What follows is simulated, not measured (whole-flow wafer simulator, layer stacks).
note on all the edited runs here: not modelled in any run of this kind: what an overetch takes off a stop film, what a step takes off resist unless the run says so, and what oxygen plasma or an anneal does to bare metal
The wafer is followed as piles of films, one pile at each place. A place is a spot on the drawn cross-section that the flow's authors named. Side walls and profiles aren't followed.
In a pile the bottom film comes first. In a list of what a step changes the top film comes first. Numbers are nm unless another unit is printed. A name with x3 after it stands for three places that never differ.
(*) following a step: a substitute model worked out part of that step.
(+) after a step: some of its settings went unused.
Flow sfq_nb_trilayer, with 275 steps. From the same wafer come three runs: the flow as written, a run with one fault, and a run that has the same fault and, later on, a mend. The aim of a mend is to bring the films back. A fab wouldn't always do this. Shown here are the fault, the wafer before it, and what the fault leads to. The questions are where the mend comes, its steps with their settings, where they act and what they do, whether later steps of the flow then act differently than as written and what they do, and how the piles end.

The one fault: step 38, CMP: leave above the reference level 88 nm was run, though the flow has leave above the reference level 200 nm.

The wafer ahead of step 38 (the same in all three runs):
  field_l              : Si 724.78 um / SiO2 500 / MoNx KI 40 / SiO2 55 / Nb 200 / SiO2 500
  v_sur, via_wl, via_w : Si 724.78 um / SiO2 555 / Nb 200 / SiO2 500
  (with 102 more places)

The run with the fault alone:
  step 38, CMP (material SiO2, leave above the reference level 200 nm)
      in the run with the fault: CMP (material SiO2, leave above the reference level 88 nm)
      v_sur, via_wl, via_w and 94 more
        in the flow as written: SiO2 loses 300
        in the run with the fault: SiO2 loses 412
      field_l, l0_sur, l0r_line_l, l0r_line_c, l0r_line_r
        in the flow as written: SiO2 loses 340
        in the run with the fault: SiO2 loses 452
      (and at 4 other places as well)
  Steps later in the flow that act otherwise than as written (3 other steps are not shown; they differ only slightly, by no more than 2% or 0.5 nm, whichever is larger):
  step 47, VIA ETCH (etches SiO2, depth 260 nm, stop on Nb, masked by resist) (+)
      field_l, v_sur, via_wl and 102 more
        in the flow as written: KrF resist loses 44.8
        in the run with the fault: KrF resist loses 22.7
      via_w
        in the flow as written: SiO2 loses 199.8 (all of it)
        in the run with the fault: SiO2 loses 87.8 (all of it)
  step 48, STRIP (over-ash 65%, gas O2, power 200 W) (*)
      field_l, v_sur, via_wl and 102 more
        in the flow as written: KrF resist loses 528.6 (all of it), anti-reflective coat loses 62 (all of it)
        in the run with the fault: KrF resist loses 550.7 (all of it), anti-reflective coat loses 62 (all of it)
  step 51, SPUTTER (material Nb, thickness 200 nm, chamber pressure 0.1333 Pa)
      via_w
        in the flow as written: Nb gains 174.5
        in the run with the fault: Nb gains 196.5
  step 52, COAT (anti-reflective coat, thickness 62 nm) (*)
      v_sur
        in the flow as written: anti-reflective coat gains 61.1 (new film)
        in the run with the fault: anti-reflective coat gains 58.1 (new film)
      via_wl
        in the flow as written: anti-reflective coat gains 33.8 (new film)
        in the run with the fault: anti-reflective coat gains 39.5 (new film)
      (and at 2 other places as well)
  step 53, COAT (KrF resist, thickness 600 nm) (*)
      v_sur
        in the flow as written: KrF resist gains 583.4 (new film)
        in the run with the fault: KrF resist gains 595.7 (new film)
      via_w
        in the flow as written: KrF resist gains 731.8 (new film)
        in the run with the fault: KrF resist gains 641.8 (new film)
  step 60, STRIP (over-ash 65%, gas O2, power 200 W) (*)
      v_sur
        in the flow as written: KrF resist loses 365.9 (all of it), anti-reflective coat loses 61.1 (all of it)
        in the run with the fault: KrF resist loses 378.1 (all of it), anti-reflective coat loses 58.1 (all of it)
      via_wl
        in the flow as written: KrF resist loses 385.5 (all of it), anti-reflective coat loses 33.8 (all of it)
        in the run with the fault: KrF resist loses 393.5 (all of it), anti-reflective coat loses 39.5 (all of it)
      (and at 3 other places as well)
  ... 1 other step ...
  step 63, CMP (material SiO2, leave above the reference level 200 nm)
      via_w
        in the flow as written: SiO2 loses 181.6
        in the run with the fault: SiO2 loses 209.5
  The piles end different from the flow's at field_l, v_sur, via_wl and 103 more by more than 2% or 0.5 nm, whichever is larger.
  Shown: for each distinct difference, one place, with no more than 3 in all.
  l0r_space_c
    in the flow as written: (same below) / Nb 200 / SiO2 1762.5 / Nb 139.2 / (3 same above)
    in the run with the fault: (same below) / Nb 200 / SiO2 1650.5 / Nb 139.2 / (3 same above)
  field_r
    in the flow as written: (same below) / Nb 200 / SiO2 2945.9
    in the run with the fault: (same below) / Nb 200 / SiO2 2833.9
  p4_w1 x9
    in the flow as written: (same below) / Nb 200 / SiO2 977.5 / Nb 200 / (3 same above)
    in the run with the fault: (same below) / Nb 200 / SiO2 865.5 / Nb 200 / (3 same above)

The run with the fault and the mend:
  The mend stands after step 39.
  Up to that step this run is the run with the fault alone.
  step 39a, PECVD (material SiO2, thickness 112 nm, 150 C, 24.89 s, RF power 183.3 W, pressure 2.4 Torr, precursor SiH4/N2O) (the flow's step 37, run once more with other settings)
      field_l, v_sur, via_wl and 103 more
        SiO2 gains 112
  Later steps of the flow that are run all act as written at every place that is followed.
  At every place that both follow, the piles at the end match the flow's.
